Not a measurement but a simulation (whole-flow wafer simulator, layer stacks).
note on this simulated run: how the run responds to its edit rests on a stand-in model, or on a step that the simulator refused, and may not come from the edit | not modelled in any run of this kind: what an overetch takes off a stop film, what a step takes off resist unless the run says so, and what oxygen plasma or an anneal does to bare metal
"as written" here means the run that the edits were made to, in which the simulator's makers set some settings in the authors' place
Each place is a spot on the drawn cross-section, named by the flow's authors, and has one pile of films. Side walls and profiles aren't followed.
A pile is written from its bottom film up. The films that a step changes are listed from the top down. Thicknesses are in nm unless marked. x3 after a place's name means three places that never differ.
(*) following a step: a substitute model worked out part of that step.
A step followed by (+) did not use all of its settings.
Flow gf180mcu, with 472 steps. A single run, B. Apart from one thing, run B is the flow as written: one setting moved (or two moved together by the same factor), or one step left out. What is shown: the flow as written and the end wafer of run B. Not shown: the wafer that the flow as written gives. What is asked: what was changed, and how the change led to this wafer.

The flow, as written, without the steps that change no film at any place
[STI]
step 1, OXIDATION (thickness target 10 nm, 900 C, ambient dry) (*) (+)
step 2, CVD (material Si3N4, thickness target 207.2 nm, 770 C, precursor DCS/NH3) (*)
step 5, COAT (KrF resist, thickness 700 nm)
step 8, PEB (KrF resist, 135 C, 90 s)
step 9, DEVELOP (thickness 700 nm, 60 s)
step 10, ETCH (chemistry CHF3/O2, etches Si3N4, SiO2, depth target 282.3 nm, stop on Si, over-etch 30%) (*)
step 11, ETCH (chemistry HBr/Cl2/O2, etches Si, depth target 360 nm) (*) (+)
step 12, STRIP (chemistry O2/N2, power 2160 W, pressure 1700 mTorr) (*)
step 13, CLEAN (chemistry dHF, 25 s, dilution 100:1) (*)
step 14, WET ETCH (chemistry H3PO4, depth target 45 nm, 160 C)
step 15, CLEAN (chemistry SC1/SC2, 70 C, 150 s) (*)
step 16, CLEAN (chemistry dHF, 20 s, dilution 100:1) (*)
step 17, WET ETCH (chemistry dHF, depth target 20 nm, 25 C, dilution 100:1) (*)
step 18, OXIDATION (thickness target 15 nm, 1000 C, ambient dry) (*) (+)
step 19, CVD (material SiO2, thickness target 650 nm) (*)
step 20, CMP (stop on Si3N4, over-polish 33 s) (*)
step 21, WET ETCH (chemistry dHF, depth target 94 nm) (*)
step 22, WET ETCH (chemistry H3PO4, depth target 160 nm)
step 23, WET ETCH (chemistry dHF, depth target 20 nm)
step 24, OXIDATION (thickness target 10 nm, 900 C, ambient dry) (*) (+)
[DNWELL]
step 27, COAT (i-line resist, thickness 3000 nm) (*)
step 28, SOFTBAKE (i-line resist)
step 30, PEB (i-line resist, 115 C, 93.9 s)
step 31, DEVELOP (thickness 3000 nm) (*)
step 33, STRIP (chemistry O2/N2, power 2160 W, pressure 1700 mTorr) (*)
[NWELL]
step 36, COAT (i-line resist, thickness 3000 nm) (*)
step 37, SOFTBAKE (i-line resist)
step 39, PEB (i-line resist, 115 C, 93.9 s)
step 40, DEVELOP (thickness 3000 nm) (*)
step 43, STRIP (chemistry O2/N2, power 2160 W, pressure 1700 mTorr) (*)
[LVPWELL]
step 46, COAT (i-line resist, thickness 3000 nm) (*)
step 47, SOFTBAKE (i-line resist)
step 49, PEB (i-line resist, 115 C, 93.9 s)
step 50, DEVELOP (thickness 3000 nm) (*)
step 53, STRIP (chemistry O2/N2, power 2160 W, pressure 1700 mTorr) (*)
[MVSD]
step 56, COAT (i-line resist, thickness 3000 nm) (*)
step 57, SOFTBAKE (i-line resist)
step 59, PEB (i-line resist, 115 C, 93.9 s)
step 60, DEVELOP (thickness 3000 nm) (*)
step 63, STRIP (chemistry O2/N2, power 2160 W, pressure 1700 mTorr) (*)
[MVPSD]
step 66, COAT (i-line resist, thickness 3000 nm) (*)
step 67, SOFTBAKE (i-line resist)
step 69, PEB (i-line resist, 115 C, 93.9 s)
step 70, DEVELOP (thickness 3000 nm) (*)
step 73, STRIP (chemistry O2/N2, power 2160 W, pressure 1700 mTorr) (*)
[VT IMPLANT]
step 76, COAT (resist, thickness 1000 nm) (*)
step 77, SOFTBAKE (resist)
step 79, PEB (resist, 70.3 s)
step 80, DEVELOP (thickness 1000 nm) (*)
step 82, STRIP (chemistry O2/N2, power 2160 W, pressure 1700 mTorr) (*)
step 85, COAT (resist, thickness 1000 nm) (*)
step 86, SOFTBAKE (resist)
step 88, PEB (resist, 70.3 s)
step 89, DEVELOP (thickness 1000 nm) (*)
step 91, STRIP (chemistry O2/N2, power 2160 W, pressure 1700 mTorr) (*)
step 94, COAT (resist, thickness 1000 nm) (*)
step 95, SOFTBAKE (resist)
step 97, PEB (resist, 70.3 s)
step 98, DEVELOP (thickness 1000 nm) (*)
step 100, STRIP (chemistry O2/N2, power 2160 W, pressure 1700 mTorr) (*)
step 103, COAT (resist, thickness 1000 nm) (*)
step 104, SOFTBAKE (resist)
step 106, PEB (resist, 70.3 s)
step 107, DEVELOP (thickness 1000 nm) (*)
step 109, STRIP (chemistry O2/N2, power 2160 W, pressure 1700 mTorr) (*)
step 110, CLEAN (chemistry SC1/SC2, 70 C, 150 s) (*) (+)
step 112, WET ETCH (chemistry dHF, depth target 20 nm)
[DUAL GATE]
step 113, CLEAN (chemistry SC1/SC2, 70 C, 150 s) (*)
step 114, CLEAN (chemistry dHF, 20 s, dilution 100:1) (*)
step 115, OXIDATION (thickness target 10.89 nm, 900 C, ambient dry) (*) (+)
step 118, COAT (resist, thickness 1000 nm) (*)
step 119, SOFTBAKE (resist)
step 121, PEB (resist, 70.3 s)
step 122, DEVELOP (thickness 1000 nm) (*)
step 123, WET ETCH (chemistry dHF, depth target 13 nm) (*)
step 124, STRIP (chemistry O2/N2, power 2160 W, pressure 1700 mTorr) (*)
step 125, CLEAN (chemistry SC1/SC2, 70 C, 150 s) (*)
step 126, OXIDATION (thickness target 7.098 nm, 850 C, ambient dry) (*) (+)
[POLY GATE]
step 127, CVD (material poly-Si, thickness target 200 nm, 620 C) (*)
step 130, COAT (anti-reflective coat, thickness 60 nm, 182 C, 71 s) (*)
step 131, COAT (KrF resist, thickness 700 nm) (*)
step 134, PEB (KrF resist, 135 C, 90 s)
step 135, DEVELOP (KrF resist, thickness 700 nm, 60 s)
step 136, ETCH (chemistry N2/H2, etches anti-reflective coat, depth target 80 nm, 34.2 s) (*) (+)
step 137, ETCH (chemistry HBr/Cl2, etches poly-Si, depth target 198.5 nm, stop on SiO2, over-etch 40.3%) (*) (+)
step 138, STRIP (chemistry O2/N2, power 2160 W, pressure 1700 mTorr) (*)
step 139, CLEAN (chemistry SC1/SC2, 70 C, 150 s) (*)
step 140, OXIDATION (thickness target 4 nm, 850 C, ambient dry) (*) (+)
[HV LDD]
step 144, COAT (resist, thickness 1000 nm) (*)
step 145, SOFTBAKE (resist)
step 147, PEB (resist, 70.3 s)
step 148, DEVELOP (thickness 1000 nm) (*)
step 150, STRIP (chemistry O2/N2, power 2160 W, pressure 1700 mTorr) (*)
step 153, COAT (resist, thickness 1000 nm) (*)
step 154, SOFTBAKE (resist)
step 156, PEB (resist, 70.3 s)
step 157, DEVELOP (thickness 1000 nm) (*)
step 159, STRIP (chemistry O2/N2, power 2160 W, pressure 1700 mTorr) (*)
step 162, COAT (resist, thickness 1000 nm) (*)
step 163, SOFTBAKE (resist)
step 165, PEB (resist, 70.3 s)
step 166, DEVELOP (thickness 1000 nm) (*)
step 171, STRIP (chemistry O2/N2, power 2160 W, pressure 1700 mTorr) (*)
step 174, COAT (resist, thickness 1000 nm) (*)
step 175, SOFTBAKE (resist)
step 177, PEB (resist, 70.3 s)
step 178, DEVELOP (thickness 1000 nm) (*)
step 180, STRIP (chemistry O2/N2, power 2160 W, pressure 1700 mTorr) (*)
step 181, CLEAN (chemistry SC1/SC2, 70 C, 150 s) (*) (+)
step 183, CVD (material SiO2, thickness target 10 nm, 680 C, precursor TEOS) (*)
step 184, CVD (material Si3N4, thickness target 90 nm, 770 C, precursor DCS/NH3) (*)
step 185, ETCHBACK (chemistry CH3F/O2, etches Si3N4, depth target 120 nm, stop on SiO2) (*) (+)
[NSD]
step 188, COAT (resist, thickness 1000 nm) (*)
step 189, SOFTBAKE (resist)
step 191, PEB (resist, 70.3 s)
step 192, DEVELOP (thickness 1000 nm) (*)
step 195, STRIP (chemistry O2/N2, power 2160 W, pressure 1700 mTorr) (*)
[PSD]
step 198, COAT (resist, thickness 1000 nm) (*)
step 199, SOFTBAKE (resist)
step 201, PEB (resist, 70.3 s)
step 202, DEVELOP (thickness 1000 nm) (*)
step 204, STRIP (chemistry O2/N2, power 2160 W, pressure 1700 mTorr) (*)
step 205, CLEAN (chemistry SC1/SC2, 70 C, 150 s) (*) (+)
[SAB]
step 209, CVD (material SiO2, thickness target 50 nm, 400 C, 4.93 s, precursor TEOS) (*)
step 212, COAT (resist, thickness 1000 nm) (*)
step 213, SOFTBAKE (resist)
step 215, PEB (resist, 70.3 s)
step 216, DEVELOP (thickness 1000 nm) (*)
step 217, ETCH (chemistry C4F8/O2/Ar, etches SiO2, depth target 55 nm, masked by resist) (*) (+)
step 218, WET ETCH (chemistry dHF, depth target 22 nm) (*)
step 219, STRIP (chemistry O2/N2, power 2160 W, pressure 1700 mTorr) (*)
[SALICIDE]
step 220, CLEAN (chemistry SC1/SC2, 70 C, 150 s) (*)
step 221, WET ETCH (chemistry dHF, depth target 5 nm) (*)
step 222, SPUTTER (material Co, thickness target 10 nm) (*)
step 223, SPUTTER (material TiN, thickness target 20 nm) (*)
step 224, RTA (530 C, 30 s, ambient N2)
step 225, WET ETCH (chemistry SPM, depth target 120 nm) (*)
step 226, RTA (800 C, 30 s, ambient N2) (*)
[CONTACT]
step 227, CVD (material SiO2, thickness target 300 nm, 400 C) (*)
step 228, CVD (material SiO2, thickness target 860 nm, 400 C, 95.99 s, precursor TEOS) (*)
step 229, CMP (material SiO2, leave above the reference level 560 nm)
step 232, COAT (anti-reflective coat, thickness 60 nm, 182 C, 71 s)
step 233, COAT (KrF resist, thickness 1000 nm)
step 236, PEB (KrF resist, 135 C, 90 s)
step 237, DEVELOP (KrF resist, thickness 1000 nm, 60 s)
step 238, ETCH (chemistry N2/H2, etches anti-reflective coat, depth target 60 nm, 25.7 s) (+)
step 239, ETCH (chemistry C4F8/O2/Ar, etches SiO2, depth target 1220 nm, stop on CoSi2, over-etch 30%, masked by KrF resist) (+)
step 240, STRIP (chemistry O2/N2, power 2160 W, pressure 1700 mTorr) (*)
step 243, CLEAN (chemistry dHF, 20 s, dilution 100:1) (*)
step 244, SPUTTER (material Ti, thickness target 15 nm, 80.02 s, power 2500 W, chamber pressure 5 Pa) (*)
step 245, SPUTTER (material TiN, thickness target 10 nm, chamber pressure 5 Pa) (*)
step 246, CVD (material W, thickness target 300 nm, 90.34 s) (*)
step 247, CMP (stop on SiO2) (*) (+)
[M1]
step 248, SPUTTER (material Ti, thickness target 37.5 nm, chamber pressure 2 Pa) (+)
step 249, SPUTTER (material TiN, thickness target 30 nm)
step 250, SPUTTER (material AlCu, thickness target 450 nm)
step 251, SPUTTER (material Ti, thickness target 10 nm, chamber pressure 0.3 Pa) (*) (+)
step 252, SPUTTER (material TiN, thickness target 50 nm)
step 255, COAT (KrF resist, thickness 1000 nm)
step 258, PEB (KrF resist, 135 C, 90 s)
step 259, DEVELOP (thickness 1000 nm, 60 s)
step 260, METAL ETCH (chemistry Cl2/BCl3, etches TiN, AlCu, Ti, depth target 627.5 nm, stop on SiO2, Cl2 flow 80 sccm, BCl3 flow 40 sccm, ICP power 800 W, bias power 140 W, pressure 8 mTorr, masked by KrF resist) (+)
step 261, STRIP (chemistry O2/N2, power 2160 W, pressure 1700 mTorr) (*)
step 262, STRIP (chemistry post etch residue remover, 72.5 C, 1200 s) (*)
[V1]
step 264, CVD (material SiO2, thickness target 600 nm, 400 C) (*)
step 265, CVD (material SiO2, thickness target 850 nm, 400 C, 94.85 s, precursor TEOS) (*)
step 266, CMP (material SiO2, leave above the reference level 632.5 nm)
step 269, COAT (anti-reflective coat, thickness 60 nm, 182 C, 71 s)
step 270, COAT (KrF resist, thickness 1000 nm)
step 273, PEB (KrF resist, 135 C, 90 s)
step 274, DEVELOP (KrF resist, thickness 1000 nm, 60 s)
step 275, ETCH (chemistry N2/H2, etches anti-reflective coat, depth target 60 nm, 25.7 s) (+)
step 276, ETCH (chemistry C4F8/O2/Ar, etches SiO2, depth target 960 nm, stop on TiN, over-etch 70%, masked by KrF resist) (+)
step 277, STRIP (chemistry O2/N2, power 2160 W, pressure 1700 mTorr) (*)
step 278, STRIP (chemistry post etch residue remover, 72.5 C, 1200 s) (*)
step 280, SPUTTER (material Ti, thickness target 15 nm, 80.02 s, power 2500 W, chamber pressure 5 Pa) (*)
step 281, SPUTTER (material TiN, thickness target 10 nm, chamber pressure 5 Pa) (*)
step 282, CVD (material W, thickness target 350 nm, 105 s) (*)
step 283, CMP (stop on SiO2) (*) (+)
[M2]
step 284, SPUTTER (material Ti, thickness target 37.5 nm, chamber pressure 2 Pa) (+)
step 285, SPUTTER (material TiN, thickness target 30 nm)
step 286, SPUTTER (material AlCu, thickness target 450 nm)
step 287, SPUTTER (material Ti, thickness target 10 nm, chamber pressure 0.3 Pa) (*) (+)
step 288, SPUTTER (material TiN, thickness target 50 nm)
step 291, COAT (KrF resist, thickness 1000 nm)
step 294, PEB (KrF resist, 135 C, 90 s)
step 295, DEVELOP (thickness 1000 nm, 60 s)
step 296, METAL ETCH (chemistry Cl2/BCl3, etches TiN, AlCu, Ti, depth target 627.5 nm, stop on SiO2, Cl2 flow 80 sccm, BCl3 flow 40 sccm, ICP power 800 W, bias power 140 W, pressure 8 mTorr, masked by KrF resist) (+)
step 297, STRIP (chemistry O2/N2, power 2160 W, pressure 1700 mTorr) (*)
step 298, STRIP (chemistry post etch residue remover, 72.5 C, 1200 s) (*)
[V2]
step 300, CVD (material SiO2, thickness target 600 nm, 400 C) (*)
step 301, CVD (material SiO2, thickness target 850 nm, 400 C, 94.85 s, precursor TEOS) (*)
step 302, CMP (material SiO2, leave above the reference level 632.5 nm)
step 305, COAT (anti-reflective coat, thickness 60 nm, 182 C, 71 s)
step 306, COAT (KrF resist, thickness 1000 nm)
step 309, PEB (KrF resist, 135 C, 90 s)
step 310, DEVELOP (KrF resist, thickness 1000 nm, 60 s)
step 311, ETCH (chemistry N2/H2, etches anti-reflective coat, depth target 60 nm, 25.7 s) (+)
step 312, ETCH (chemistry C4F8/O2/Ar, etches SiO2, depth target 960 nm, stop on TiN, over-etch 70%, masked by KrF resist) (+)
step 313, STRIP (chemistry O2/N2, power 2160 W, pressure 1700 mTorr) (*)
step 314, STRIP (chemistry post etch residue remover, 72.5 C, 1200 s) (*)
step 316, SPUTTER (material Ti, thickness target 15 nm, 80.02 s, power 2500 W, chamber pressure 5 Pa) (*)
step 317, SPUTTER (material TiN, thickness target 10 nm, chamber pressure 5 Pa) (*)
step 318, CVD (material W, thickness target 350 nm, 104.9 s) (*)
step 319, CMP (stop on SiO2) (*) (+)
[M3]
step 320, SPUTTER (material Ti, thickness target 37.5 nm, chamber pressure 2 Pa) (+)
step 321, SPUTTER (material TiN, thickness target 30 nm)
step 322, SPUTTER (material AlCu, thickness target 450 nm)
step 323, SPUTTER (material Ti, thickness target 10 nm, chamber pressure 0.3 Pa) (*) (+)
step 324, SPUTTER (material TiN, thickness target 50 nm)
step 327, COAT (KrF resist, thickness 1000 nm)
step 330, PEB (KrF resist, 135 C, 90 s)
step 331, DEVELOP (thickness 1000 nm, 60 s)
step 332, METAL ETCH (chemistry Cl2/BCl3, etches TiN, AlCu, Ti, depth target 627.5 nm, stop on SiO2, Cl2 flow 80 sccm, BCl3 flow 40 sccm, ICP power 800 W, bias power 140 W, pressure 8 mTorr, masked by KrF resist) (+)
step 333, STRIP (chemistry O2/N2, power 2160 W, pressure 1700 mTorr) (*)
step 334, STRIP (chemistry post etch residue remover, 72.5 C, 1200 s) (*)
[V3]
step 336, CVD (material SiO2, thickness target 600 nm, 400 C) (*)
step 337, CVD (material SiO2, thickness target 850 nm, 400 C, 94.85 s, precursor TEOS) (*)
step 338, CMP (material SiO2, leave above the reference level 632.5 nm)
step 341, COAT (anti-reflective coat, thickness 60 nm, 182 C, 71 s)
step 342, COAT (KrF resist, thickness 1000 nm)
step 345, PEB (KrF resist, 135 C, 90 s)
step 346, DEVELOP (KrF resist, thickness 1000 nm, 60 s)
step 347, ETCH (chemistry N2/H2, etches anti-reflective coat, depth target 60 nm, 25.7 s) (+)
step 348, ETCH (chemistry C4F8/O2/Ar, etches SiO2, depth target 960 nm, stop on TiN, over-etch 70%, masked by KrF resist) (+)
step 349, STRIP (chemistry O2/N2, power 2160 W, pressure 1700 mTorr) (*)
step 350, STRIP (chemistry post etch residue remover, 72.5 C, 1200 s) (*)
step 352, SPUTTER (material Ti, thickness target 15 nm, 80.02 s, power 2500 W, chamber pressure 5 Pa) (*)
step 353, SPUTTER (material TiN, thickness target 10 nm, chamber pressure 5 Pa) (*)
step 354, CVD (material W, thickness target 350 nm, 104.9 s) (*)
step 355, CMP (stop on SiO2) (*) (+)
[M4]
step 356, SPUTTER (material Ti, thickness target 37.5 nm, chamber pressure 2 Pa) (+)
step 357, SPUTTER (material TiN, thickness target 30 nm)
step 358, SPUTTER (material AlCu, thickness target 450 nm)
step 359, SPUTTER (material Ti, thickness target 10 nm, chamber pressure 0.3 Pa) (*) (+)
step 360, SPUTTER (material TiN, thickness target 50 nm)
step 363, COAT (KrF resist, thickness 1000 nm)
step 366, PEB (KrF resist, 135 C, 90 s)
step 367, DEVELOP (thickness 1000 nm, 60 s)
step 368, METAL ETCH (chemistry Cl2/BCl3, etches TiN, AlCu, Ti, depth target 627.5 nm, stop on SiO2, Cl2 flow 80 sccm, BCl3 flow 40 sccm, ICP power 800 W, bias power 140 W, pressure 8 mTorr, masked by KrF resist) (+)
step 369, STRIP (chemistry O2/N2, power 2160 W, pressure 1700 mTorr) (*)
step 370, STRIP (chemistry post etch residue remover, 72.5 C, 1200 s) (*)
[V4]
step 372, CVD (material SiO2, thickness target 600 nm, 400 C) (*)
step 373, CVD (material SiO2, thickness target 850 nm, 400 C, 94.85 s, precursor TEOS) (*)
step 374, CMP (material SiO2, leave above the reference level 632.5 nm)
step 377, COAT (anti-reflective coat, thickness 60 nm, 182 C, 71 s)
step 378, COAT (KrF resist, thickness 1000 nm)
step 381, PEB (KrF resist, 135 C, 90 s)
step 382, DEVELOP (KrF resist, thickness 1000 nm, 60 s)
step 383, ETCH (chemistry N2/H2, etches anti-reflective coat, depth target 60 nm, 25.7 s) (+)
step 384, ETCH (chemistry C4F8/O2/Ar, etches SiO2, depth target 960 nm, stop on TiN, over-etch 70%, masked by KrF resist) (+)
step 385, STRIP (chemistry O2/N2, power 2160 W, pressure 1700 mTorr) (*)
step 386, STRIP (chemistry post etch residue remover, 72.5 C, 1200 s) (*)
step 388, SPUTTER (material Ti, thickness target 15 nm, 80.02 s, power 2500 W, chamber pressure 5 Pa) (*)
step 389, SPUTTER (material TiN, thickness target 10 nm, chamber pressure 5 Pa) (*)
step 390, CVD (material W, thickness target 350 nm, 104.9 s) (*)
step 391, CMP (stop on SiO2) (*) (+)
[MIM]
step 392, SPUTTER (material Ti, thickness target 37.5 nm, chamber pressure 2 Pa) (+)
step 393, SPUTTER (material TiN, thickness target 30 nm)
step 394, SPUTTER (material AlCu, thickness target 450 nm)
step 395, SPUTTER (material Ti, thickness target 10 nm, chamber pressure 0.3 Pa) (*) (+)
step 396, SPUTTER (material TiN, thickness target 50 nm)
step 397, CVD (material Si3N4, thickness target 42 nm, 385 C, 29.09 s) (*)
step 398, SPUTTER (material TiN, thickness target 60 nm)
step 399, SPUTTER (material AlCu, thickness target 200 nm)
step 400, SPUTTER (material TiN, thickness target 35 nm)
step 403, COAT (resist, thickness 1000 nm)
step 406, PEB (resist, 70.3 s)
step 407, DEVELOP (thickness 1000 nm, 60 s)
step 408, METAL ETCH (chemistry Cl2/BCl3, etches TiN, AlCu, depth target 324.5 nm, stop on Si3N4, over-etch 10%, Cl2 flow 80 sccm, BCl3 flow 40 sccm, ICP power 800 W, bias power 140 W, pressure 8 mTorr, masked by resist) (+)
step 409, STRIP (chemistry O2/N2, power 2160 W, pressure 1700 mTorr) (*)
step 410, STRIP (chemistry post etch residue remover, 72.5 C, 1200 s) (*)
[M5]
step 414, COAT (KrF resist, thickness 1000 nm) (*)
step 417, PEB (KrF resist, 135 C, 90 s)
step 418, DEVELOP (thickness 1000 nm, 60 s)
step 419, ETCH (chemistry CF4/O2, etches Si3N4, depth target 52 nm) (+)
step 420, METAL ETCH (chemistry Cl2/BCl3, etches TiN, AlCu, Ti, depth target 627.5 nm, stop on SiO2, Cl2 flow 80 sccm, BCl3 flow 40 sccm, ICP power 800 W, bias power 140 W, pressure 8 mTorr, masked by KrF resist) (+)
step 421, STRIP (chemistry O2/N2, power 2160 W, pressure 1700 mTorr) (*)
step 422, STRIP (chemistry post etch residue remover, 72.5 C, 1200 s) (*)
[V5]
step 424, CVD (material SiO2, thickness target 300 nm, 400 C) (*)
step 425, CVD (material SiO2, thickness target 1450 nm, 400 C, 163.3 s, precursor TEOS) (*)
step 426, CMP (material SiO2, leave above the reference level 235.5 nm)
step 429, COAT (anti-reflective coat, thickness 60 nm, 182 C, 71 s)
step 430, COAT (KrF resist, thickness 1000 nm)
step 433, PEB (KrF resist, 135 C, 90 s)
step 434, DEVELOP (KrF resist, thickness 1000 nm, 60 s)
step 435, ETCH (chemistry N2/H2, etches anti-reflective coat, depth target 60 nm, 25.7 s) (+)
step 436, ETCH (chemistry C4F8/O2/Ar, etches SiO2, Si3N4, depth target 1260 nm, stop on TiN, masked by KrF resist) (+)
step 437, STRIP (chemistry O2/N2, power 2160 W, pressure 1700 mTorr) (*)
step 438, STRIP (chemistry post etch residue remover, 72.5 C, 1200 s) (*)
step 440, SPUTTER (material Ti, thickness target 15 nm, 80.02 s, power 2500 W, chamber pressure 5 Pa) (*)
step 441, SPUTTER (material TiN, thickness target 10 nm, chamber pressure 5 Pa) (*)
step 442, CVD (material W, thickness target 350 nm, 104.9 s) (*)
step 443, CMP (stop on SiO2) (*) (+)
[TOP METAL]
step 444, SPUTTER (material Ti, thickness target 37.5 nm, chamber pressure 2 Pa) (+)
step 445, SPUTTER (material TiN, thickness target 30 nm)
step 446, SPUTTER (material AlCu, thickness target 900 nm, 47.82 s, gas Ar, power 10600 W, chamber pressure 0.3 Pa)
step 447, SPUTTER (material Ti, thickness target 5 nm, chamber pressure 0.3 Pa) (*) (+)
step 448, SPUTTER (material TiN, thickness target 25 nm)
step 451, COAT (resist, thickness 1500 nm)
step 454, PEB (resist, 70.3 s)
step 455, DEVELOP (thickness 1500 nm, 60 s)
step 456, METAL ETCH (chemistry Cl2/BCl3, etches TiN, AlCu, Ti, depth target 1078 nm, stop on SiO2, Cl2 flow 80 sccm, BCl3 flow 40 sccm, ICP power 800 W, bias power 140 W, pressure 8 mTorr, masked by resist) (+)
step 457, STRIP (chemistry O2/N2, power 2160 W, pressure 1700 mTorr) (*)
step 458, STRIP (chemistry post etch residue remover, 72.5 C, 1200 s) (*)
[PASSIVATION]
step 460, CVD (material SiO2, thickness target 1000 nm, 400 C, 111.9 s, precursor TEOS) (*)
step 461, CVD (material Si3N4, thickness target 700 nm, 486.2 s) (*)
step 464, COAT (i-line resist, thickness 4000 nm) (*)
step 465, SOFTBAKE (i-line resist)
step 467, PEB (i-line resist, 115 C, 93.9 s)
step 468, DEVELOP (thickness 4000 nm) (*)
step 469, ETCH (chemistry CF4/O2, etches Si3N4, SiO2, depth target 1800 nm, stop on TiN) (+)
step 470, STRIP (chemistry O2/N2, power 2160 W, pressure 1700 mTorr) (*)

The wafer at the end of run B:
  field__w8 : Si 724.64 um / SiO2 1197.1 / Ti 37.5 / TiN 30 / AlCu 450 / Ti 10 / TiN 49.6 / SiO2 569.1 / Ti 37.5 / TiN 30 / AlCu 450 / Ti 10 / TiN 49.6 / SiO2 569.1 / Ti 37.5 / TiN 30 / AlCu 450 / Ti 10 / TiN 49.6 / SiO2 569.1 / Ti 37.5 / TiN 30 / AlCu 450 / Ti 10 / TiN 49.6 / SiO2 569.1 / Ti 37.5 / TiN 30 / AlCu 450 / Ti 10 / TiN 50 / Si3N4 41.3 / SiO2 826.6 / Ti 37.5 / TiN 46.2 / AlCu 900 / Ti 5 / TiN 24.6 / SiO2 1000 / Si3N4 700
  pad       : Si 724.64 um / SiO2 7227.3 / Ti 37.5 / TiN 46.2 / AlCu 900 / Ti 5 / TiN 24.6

What caused this: step 445, SPUTTER: thickness target 46.2 nm was run, though the flow has thickness target 30 nm.
The wafer lets one read it off: field__w8 has TiN 46.2, and step 445 as written asks for 30 nm.

How this came from the change, step by step:
  step 445, SPUTTER (material TiN, thickness target 30 nm)
      field, field__w1, field__w2 and 109 more: TiN gains 46.2 (new film) (as written it would have been: TiN gains 30 (new film))
  step 456, METAL ETCH (chemistry Cl2/BCl3, etches TiN, AlCu, Ti, depth target 1078 nm, stop on SiO2, Cl2 flow 80 sccm, BCl3 flow 40 sccm, ICP power 800 W, bias power 140 W, pressure 8 mTorr, masked by resist) (+)
      field, field__w1, field__w2 and 103 more: TiN loses 25 (all of it), Ti loses 5 (all of it), AlCu loses 900 (all of it), TiN loses 46.2 (all of it), Ti loses 37.5 (all of it) (as written it would have been: TiN loses 25 (all of it), Ti loses 5 (all of it), AlCu loses 900 (all of it), TiN loses 30 (all of it), Ti loses 37.5 (all of it))
  step 465, SOFTBAKE (i-line resist)
      gate: i-line resist loses 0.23 (as written it would have been: i-line resist gains 1.79)
      ld_acc_p, ld_fp_p, ld_drift_p: i-line resist gains 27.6 (as written it would have been: i-line resist gains 33.8)
      (also at 63 further places)
